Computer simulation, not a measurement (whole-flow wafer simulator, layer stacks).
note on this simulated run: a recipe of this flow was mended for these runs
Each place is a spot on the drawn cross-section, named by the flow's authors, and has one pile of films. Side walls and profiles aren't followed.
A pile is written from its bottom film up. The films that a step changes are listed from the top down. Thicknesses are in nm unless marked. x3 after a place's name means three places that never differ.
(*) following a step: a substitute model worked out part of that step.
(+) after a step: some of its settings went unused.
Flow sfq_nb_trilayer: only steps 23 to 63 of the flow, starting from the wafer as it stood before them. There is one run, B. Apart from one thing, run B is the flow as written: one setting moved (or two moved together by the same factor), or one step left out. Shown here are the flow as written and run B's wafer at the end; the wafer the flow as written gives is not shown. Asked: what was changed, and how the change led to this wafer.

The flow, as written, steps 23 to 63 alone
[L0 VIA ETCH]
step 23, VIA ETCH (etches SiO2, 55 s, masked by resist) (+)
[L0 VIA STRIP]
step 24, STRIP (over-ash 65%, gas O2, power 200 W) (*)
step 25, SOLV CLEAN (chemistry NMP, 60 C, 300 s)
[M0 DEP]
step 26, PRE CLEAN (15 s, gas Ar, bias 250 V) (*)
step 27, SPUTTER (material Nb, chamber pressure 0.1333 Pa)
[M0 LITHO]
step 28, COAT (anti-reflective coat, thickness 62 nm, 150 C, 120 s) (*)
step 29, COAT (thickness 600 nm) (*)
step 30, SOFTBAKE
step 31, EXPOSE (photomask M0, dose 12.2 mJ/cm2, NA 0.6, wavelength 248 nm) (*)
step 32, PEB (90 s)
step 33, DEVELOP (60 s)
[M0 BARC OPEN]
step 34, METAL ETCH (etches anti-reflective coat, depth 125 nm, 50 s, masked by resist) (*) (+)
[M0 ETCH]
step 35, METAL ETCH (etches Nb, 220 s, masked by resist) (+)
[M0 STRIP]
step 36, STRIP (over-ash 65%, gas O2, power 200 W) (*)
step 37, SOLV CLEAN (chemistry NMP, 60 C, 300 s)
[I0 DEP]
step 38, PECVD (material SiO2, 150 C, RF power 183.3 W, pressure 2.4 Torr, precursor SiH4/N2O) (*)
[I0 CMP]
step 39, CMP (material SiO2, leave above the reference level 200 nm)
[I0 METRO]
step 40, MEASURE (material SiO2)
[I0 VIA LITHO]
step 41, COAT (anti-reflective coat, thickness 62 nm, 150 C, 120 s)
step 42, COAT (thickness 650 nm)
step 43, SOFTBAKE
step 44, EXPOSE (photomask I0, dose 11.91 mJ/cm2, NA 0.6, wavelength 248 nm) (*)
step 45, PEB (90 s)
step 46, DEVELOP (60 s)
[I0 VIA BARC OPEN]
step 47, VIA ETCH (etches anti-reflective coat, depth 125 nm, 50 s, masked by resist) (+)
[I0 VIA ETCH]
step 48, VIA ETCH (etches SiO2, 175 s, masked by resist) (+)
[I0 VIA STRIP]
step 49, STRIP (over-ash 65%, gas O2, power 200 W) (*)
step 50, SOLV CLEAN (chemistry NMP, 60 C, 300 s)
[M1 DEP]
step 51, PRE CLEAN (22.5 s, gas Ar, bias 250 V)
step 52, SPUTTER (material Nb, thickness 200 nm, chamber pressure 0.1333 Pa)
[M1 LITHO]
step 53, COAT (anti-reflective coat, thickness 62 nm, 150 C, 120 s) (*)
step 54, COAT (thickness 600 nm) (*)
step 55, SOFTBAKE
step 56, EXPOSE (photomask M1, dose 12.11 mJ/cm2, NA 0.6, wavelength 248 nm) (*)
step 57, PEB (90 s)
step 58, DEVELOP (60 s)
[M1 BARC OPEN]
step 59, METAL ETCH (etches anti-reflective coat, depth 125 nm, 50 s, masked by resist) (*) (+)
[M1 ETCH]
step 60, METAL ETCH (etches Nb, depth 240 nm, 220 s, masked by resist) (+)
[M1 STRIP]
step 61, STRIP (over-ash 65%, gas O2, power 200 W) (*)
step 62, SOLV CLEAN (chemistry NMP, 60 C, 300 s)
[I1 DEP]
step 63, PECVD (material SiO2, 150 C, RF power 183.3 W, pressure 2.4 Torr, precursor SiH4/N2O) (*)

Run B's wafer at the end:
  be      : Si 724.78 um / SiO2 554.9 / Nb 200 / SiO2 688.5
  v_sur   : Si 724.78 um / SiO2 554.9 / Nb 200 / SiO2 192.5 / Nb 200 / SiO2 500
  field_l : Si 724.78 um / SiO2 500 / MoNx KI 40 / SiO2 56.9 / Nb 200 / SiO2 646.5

What caused this: step 26, PRE CLEAN: 9.19 s was run, though the flow has 15 s.

Step by step, how the change led to this:
  step 26, PRE CLEAN (15 s, gas Ar, bias 250 V) (*)
      field_l, v_sur, via_wl and 102 more: SiO2 loses 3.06 (it would be, as written: SiO2 loses 5)
      l0v: MoNx KI loses 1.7 (it would be, as written: MoNx KI loses 2.91)
